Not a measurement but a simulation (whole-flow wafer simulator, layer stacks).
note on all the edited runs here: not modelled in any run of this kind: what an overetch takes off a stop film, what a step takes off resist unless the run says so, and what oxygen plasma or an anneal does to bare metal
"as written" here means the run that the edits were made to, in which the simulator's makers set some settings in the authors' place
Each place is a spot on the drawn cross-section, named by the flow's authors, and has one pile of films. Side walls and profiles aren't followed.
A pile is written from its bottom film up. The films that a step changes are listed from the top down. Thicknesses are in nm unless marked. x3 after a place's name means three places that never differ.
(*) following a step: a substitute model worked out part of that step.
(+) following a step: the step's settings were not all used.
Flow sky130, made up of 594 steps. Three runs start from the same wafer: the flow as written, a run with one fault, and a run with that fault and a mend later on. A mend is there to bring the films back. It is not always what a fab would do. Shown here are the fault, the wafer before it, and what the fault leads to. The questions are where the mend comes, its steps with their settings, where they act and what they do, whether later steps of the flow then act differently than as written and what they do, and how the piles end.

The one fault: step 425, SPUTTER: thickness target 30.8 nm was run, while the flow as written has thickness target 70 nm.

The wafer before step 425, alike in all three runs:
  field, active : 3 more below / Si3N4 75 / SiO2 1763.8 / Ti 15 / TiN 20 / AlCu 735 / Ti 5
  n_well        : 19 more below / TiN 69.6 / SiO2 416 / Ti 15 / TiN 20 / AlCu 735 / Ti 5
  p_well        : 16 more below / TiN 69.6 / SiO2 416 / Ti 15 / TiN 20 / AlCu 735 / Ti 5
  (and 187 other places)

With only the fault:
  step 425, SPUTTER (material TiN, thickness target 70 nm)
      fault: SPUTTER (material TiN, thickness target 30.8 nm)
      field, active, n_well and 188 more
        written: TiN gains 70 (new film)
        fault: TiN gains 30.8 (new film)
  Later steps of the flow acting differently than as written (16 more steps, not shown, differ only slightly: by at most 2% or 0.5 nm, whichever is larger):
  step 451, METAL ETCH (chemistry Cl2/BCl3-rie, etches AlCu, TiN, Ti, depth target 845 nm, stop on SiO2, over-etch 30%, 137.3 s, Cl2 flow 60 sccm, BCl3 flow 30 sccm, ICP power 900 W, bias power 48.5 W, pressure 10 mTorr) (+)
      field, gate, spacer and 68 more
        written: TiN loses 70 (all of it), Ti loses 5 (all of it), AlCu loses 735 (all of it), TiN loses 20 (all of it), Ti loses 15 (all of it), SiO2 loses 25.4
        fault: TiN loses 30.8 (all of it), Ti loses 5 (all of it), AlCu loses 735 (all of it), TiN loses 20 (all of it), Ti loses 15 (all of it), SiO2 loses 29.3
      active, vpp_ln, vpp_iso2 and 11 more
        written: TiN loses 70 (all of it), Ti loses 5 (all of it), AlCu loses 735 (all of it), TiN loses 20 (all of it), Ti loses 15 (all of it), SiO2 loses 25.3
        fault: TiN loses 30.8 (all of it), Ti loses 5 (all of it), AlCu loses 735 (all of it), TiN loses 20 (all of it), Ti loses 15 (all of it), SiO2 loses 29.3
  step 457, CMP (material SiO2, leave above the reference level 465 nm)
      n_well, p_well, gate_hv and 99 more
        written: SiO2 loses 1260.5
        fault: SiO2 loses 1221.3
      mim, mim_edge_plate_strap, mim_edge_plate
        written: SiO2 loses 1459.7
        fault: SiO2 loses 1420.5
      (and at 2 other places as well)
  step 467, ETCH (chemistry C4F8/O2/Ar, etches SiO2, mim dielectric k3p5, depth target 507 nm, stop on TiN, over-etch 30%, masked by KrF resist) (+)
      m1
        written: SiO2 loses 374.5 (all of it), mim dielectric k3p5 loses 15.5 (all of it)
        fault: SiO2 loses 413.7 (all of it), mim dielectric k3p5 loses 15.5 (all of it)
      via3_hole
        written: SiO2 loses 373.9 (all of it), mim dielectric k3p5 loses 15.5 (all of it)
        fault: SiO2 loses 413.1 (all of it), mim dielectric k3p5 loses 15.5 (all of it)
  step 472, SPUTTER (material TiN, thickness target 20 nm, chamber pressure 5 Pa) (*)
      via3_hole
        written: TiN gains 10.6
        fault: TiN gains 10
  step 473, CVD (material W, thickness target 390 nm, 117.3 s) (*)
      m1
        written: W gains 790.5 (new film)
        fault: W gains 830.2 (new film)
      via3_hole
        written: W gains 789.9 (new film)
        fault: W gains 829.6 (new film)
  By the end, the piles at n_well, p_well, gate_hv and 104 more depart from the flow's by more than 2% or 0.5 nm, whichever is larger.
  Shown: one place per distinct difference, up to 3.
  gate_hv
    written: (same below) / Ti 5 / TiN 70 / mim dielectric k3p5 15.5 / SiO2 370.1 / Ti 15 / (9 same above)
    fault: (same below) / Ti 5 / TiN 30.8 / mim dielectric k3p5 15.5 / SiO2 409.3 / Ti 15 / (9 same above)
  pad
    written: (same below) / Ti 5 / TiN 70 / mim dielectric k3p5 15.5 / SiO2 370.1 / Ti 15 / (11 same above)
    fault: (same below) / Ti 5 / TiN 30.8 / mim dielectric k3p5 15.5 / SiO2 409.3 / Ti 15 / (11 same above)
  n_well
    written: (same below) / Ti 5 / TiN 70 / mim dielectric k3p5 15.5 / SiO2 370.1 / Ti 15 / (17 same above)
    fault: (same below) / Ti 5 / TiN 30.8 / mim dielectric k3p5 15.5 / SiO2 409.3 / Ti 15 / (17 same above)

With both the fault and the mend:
  The mend follows step 425.
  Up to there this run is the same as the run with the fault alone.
  step 425a, SPUTTER (material TiN, thickness target 39.2 nm) (the flow's step 425, run once more with other settings)
      field, active, n_well and 188 more
        TiN gains 39.2
  None of the later steps of the flow acts differently than as written at any place that is followed.
  By the end, the piles equal the flow's at every place that both follow.
